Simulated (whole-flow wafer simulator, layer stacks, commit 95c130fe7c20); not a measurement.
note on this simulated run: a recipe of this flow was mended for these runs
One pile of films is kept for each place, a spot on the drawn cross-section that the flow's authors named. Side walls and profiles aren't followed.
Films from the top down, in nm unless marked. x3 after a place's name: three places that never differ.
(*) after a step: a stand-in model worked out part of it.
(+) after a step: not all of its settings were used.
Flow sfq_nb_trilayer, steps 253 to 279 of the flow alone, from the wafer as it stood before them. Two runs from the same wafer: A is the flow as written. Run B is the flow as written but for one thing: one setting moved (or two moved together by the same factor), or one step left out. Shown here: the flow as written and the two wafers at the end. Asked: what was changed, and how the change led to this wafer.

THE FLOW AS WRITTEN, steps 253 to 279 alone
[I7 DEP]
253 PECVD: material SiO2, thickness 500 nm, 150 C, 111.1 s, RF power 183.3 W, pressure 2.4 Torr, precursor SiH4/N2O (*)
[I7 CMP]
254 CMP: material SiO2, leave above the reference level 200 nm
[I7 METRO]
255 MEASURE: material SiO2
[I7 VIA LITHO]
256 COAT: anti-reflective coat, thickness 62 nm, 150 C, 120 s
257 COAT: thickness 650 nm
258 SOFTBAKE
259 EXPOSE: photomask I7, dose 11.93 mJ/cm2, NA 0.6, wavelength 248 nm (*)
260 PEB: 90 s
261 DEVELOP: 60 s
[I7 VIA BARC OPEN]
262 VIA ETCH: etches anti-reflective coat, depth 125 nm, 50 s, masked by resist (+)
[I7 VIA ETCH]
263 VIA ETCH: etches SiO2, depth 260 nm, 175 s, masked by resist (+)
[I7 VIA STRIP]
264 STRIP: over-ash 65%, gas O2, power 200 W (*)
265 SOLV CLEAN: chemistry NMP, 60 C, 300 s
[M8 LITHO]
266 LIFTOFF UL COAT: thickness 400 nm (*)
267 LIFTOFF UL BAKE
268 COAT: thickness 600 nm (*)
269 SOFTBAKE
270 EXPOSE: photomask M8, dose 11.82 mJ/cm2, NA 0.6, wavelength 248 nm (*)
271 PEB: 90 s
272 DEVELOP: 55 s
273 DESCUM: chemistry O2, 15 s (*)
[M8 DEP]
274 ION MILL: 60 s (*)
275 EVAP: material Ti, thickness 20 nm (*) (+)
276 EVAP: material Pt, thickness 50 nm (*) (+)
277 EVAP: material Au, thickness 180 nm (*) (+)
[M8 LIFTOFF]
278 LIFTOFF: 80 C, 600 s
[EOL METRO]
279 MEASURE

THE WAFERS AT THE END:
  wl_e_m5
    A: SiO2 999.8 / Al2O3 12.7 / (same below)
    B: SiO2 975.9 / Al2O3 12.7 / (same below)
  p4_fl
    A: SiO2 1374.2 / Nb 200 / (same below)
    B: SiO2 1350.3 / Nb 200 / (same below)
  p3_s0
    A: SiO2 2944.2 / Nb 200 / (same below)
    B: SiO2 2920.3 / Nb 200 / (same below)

The cause: step 253, PECVD: 84.44 s was run, where the flow has 111.1 s.

How the change led to this, step by step:
  253 PECVD: material SiO2, thickness 500 nm, 150 C, 111.1 s, RF power 183.3 W, pressure 2.4 Torr, precursor SiH4/N2O (*)
      field_l, p4_fl, p4_fm and 56 more: A SiO2 +500 | B SiO2 +380.1
      v_sur, via_wl, via_w and 37 more: A SiO2 +500 (new film) | B SiO2 +380.1 (new film)
      (and at 7 more places)
  254 CMP: material SiO2, leave above the reference level 200 nm
      field_l, p4_fl, p4_fm and 56 more: A SiO2 -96 | B nothing
      field_r, lsp_l: A SiO2 -73.2 | B nothing
      (and at 45 more places)
  256 COAT: anti-reflective coat, thickness 62 nm, 150 C, 120 s
      m0r_line_l x2, m5r_space_l x2, m6r_line_l x2: A anti-reflective coat +62 (new film) | B anti-reflective coat +66.8 (new film)
      m0r_space_l, m0r_space_r, m6r_space_l, m6r_space_r: A anti-reflective coat +62 (new film) | B anti-reflective coat +68.7 (new film)
      (and at 42 more places)
  262 VIA ETCH: etches anti-reflective coat, depth 125 nm, 50 s, masked by resist (+)
      via_wl: A anti-reflective coat -62 (all of it), SiO2 -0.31 | B anti-reflective coat -57.5 (all of it), SiO2 -0.34
      via_w: A anti-reflective coat -62 (all of it), SiO2 -0.31 | B anti-reflective coat -60.5 (all of it), SiO2 -0.32
  264 STRIP: over-ash 65%, gas O2, power 200 W (*)
      m0r_line_l x2, m6r_line_l x2: A KrF-resist-other-grade -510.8 (all of it), anti-reflective coat -62 (all of it) | B KrF-resist-other-grade -512.8 (all of it), anti-reflective coat -66.8 (all of it)
      m0r_space_l, m0r_space_r, m6r_space_l, m6r_space_r: A KrF-resist-other-grade -510.8 (all of it), anti-reflective coat -62 (all of it) | B KrF-resist-other-grade -511.2 (all of it), anti-reflective coat -68.7 (all of it)
      (and at 42 more places)
  266 LIFTOFF UL COAT: thickness 400 nm (*)
      r5r_spacepad_l, r5r_spacepad_r: A lift-off-underlayer +400 (new film) | B lift-off-underlayer +408.9 (new film)
      m7r_line_l x2: A lift-off-underlayer +400 (new film) | B lift-off-underlayer +391.5 (new film)
      (and at 12 more places)
  272 DEVELOP: 55 s
      field_l: A KrF-resist-other-grade -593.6 (all of it), lift-off-underlayer -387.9 (all of it) | B KrF-resist-other-grade -596.3 (all of it), lift-off-underlayer -397 (all of it)
  278 LIFTOFF: 80 C, 600 s
      r5r_spacepad_l, r5r_spacepad_r: A Au -180 (all of it), Pt -50 (all of it), Ti -20 (all of it), KrF-resist-other-grade -562.7 (all of it), lift-off-underlayer -400 (all of it) | B Au -180 (all of it), Pt -50 (all of it), Ti -20 (all of it), KrF-resist-other-grade -561.3 (all of it), lift-off-underlayer -408.9 (all of it)
      m7r_line_l x2: A Au -180 (all of it), Pt -50 (all of it), Ti -20 (all of it), KrF-resist-other-grade -562.7 (all of it), lift-off-underlayer -400 (all of it) | B Au -180 (all of it), Pt -50 (all of it), Ti -20 (all of it), KrF-resist-other-grade -561.8 (all of it), lift-off-underlayer -391.5 (all of it)
      (and at 11 more places)
